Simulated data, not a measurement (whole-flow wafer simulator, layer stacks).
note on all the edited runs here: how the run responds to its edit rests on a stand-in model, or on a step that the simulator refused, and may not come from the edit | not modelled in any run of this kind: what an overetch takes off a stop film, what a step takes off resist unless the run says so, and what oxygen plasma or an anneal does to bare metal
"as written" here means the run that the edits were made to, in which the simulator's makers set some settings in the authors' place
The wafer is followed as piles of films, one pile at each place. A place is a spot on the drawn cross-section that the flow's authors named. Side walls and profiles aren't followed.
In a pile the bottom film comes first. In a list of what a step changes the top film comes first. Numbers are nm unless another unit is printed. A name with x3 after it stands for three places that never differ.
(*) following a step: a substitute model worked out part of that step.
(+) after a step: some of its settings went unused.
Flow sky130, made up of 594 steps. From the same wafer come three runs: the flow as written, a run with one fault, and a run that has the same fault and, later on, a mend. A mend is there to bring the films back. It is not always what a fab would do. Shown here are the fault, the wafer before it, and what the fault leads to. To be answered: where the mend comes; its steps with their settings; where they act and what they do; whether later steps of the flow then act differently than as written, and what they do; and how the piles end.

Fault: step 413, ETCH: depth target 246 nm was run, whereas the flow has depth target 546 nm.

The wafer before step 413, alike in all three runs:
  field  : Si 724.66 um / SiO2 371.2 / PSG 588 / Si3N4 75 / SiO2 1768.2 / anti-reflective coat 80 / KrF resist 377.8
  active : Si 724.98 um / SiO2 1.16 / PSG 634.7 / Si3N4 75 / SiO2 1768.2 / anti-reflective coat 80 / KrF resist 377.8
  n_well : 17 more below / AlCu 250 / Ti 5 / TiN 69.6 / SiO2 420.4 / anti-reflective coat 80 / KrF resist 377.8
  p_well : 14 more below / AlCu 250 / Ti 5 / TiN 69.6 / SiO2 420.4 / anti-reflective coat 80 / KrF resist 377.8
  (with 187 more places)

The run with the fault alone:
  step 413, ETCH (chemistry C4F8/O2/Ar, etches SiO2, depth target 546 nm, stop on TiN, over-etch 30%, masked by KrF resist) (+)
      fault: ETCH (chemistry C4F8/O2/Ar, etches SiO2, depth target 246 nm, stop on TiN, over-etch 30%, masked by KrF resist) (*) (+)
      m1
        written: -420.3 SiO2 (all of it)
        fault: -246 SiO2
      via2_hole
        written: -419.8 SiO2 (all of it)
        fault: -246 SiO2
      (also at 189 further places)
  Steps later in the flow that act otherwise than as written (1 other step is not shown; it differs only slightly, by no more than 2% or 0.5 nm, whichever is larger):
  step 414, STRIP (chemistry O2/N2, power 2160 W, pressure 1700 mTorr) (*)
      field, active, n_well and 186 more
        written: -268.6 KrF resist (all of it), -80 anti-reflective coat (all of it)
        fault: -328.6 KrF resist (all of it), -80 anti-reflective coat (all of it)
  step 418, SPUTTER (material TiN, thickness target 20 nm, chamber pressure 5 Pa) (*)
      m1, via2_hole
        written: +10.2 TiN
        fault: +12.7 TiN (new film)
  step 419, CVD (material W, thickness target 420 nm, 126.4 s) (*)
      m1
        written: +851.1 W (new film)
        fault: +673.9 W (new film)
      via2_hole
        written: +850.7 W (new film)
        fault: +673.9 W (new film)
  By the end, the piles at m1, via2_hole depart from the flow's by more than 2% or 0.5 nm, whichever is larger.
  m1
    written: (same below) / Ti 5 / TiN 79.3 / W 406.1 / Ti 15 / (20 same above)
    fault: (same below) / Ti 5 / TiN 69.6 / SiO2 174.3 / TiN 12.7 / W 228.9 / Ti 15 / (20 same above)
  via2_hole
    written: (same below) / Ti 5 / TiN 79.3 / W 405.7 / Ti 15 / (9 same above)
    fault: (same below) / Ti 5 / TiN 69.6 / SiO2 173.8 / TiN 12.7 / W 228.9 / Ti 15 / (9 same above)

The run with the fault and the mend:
  After step 413 comes the mend.
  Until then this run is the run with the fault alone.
  step 413a, ETCH (chemistry C4F8/O2/Ar, etches SiO2, depth target 300 nm, stop on TiN, over-etch 30%, masked by KrF resist) (+) (the flow's step 413 again, with other settings)
      field, active, n_well and 186 more
        -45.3 KrF resist
      m1
        -174.3 SiO2 (all of it)
      via2_hole
        -173.8 SiO2 (all of it)
  Steps later in the flow that act otherwise than as written:
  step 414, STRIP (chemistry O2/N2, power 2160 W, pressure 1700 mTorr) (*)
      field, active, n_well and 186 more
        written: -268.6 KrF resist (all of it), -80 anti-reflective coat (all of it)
        mend: -283.3 KrF resist (all of it), -80 anti-reflective coat (all of it)
  By the end, the piles equal the flow's at every place that both follow.
